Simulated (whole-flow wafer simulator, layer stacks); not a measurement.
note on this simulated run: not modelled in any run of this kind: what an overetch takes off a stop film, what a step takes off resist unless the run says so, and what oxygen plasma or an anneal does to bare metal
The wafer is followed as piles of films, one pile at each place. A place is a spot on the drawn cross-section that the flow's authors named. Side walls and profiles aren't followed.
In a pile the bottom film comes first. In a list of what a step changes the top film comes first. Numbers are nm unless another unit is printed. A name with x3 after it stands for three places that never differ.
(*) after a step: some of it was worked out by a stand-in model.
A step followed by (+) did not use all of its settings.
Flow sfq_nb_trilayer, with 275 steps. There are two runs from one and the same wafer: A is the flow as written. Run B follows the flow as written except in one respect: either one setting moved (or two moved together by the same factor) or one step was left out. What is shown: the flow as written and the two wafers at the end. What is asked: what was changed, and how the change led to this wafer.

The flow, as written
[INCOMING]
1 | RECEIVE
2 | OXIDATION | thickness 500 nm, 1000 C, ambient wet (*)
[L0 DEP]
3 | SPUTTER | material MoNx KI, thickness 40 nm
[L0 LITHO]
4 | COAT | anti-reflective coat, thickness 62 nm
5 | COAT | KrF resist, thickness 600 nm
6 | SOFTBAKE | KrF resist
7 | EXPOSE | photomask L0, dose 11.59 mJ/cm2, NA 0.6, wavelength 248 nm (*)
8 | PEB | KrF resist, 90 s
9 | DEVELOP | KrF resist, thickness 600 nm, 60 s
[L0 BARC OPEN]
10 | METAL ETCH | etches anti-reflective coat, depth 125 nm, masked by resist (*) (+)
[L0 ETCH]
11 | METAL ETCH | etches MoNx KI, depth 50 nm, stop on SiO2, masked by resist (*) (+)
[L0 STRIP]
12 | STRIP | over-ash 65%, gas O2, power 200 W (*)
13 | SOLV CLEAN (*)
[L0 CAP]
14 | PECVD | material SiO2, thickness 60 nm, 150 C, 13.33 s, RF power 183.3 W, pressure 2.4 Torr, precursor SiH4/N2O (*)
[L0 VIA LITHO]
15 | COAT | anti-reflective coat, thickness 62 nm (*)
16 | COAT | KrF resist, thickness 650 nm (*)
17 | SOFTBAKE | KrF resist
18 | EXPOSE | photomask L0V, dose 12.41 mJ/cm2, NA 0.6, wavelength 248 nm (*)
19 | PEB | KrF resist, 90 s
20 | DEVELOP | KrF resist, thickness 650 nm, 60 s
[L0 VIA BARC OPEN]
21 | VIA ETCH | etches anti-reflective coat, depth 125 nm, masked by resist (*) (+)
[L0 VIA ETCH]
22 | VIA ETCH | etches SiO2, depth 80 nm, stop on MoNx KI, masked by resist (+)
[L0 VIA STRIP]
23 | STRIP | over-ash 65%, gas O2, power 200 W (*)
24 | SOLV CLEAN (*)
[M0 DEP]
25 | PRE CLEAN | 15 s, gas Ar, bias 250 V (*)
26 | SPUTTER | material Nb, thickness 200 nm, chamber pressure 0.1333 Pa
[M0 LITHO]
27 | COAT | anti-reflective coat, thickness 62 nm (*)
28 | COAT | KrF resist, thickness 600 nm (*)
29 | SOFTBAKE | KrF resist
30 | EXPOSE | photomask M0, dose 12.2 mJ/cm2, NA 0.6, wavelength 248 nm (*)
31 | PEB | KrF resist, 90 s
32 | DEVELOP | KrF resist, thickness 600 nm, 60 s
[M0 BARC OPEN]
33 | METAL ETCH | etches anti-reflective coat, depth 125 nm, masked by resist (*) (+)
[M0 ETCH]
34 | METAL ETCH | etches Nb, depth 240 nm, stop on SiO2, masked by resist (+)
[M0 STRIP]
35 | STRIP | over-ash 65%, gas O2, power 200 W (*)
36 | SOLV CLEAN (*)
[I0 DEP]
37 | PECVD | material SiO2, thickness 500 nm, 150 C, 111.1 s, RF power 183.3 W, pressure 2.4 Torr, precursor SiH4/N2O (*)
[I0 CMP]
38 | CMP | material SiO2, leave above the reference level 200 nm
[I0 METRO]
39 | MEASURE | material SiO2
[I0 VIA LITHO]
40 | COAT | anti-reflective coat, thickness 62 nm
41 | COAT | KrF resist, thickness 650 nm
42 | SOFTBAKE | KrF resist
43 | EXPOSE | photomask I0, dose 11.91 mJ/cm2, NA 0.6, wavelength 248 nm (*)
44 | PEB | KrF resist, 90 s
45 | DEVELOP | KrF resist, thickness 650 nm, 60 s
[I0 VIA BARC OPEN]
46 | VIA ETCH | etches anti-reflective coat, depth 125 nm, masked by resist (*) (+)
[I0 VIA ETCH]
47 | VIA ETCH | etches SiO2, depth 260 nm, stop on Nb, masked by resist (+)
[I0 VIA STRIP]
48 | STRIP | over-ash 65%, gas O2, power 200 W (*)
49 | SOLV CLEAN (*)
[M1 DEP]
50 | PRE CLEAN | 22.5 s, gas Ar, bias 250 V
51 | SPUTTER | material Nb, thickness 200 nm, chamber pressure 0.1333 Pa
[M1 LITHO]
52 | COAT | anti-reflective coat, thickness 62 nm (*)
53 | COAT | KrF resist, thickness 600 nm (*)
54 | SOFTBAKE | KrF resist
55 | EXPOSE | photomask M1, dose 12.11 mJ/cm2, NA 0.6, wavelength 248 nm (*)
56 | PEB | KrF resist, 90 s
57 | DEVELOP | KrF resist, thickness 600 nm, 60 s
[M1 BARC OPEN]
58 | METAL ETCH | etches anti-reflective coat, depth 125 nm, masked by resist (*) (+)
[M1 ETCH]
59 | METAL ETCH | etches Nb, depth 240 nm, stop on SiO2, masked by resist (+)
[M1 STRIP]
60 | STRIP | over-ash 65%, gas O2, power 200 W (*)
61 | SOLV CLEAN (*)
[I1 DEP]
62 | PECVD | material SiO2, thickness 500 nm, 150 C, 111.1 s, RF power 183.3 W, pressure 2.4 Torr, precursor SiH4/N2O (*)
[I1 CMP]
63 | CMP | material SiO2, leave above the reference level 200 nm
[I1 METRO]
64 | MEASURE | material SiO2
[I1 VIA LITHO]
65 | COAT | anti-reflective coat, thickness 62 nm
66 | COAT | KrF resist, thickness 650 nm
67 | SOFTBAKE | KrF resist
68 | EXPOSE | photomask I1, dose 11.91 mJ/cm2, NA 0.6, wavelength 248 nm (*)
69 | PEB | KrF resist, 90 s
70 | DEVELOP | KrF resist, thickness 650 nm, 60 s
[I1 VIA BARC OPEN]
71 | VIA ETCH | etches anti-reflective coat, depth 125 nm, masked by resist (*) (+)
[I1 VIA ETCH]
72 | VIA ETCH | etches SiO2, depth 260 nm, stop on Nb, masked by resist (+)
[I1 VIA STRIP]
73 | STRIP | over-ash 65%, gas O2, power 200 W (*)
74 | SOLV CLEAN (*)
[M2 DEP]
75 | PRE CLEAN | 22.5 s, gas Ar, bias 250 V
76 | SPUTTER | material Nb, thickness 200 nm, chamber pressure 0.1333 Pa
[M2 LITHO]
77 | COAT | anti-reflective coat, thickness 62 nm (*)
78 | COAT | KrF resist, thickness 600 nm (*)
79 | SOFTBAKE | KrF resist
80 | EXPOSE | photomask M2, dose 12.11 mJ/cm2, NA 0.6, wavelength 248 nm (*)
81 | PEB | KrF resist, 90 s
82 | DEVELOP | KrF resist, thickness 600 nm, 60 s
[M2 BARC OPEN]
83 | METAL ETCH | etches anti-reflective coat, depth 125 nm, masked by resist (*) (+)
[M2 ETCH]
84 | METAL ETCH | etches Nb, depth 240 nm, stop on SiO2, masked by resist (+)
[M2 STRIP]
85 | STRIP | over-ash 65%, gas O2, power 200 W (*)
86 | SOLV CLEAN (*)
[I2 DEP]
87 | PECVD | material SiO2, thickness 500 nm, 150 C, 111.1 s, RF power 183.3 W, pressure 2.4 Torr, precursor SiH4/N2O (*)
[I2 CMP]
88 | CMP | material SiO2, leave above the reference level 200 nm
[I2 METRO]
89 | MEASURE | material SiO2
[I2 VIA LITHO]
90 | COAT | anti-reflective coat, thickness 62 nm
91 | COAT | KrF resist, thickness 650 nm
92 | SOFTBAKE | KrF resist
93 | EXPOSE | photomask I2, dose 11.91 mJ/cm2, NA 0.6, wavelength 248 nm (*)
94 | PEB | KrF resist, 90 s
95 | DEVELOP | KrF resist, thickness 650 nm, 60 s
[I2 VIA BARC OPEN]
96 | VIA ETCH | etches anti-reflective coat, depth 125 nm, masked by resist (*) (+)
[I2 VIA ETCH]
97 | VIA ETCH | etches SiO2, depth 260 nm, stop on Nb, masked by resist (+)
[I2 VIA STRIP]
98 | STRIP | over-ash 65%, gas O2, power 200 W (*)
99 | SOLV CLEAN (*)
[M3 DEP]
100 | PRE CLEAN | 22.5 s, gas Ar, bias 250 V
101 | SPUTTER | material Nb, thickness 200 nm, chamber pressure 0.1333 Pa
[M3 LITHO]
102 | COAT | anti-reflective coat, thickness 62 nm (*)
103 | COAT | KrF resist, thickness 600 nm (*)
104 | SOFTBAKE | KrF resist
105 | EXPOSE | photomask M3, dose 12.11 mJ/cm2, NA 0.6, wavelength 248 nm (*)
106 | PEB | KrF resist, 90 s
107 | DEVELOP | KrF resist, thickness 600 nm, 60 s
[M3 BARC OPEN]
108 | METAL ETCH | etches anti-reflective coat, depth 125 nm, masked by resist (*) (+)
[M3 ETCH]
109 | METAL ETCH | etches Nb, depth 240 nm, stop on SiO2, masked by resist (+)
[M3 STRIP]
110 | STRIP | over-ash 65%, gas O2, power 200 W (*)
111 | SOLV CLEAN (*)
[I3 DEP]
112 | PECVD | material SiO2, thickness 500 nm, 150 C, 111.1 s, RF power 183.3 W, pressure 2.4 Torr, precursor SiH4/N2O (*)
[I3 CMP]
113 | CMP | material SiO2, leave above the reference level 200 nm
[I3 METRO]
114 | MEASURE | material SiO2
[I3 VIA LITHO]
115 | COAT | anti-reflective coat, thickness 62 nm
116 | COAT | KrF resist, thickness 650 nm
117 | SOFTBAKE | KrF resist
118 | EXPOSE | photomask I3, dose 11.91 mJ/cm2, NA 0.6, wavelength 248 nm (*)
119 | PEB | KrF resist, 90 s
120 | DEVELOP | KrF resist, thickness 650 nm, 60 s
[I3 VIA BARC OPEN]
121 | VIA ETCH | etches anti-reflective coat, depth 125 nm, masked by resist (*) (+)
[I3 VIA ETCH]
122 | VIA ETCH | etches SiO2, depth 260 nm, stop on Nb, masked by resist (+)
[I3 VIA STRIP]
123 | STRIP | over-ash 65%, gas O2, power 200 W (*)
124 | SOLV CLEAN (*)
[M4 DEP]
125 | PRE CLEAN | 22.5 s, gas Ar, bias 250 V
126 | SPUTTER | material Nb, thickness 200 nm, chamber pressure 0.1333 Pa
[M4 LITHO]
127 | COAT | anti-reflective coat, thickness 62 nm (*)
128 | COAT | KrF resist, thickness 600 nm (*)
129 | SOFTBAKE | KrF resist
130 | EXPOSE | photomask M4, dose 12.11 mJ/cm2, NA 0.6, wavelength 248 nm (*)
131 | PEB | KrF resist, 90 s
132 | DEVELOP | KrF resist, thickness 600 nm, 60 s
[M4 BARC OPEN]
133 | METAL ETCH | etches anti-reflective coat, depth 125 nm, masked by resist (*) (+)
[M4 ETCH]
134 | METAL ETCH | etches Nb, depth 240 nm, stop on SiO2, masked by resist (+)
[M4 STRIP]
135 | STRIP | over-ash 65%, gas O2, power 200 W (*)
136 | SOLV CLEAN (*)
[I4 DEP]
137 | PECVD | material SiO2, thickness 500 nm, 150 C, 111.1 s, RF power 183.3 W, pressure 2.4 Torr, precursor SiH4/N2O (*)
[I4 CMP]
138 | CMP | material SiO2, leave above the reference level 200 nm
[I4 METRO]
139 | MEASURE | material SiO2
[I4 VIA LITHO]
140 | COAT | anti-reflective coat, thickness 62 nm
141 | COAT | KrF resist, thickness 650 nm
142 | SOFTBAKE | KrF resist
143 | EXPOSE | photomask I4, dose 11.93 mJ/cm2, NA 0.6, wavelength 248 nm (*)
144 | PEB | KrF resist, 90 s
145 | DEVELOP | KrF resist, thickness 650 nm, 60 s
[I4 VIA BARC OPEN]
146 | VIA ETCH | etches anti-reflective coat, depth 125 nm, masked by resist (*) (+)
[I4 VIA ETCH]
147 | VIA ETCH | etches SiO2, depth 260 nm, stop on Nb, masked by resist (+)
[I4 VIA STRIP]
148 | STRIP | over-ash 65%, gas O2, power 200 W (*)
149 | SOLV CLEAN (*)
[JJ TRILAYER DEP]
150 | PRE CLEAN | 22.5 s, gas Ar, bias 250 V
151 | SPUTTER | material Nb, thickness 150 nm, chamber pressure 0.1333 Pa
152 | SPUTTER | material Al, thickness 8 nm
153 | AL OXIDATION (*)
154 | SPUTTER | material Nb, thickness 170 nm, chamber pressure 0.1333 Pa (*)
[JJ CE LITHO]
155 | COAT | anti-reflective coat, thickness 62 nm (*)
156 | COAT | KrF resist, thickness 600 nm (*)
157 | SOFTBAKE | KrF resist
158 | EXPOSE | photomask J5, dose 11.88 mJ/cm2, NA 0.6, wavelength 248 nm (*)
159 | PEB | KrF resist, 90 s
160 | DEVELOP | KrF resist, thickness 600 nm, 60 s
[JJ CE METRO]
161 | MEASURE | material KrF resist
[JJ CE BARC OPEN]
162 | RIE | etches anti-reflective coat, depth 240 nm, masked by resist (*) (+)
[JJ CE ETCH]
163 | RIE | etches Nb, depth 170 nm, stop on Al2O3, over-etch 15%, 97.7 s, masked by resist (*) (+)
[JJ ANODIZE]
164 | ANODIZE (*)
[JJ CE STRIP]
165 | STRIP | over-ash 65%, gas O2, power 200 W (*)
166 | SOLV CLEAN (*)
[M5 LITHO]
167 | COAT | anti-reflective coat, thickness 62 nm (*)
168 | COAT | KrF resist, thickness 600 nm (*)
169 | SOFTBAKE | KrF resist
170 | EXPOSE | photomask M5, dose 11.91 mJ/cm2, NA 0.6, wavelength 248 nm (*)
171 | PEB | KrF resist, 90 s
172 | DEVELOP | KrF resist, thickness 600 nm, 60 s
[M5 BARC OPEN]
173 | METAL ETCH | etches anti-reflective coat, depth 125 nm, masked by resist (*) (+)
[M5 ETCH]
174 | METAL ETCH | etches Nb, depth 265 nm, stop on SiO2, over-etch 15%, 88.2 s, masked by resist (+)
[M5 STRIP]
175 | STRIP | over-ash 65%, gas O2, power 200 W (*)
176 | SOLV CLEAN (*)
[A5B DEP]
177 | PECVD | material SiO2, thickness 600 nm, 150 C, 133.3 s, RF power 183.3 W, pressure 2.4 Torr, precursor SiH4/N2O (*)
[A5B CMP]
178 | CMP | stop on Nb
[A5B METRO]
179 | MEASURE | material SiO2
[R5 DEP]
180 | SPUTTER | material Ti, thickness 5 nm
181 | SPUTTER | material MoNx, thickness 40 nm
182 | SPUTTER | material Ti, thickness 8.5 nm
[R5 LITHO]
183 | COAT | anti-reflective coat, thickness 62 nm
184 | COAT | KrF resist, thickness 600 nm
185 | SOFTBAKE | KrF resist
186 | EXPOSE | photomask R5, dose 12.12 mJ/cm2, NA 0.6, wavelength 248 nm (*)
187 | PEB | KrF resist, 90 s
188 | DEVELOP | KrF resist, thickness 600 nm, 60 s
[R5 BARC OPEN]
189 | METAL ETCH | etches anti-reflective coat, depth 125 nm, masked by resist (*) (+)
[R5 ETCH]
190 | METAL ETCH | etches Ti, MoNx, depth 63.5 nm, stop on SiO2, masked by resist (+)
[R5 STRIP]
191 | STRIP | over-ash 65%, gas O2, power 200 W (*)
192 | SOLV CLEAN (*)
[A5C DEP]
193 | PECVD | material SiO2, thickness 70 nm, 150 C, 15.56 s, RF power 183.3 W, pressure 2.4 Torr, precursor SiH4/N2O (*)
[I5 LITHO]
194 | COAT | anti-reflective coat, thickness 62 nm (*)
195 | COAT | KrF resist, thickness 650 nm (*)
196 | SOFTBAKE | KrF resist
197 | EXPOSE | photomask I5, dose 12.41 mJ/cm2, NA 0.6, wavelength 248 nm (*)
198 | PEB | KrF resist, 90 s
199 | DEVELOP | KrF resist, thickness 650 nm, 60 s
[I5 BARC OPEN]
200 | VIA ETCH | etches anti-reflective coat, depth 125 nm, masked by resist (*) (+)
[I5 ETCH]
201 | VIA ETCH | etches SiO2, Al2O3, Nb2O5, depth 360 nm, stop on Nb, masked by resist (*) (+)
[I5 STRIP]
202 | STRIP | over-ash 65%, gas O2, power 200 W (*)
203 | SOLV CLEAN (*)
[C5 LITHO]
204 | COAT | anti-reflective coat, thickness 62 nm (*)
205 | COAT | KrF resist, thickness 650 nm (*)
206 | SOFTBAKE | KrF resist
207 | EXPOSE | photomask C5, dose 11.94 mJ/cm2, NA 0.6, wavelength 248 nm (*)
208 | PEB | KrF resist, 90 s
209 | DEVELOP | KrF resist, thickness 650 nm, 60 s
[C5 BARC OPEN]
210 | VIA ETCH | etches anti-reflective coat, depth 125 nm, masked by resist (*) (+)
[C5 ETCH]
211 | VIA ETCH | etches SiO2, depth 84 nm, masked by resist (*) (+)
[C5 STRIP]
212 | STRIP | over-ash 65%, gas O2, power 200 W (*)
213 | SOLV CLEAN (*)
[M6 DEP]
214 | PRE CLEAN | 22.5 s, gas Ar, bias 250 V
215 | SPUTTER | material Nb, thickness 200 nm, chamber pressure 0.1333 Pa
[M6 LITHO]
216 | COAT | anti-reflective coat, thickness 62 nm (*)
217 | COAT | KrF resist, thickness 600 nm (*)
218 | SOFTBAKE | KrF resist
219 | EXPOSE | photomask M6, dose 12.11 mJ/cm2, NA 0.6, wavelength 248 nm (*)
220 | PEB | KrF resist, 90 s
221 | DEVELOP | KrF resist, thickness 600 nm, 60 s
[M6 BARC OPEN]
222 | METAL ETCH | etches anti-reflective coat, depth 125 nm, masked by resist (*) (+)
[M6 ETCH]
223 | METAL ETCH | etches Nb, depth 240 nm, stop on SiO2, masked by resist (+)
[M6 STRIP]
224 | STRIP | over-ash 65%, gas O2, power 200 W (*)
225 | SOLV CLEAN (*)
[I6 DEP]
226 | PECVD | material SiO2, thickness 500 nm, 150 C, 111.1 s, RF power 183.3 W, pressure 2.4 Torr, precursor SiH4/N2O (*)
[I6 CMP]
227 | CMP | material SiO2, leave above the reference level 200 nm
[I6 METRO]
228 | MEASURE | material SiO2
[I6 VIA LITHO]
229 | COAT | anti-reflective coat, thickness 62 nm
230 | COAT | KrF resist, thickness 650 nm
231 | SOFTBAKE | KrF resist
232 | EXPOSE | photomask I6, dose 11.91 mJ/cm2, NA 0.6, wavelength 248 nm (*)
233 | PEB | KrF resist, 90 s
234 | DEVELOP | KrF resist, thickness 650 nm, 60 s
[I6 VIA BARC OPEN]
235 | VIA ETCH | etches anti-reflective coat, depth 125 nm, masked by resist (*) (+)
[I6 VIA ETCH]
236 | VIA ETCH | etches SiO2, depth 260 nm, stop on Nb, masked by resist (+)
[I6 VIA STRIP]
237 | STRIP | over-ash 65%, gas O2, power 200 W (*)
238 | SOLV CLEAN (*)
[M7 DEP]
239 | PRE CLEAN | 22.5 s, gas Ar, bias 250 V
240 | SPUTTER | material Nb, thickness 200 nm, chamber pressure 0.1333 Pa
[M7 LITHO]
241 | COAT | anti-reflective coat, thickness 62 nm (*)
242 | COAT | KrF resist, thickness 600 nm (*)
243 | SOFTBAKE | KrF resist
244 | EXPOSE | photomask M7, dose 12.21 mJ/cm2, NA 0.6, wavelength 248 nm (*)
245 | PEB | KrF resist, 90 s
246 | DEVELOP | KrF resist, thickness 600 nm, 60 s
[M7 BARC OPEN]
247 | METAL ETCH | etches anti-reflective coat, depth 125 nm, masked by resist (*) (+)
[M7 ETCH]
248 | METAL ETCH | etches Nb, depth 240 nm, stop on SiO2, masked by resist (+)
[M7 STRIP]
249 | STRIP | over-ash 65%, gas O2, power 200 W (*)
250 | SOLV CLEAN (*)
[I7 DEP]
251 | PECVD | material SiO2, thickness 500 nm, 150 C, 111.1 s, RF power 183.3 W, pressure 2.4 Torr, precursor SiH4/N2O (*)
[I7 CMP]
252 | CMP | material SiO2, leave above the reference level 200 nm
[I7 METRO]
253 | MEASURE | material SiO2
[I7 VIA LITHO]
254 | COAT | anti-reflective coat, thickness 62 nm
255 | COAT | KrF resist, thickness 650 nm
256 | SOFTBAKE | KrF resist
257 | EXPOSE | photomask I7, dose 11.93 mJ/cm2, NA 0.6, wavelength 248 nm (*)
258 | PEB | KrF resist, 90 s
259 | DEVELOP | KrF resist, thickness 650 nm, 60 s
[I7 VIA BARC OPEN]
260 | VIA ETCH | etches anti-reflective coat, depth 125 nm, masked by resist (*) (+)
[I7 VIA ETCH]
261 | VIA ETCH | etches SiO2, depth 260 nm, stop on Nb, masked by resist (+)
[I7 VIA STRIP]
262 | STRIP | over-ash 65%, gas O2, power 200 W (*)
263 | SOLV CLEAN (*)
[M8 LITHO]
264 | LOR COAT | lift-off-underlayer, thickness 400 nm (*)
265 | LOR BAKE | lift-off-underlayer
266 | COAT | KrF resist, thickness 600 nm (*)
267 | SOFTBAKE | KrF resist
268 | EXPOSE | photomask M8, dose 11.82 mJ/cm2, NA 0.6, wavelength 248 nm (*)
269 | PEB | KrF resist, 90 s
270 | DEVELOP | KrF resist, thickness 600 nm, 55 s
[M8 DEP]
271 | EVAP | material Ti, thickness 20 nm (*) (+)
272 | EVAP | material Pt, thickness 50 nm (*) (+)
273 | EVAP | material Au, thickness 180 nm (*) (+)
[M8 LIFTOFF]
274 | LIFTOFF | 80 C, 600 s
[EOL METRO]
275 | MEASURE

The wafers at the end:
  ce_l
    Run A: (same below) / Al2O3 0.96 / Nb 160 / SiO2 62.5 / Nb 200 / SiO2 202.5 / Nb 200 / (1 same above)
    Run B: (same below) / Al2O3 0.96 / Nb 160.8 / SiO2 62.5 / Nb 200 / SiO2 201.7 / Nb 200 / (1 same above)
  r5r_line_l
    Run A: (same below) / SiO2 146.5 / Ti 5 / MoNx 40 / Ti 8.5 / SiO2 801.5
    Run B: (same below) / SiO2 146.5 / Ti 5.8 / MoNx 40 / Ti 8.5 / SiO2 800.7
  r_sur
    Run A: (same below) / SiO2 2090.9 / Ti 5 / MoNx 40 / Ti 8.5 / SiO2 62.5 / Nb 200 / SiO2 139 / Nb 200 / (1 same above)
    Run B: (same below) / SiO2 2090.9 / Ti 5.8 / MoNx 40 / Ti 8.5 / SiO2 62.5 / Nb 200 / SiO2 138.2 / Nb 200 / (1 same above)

What caused this: step 180, SPUTTER: thickness 5.8 nm was run, whereas the flow has thickness 5 nm.
One can read it off the wafer: r5r_line_l has Ti 5.8, and step 180 as written asks for 5 nm.

How this came from the change, step by step:
  180 | SPUTTER | material Ti, thickness 5 nm
      field_l, v_sur, via_wl and 103 more: A +5 Ti (new film) | B +5.8 Ti (new film)
  190 | METAL ETCH | etches Ti, MoNx, depth 63.5 nm, stop on SiO2, masked by resist (+)
      field_l, v_sur, via_wl and 92 more: A -8.5 Ti (all of it), -40 MoNx (all of it), -5 Ti (all of it) | B -8.5 Ti (all of it), -40 MoNx (all of it), -5.8 Ti (all of it)
      ce_l, c5j, ce_r, wl_jj: A -8.5 Ti (all of it), -40 MoNx (all of it), -5 Ti (all of it), -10 Nb | B -8.5 Ti (all of it), -40 MoNx (all of it), -5.8 Ti (all of it), -9.2 Nb
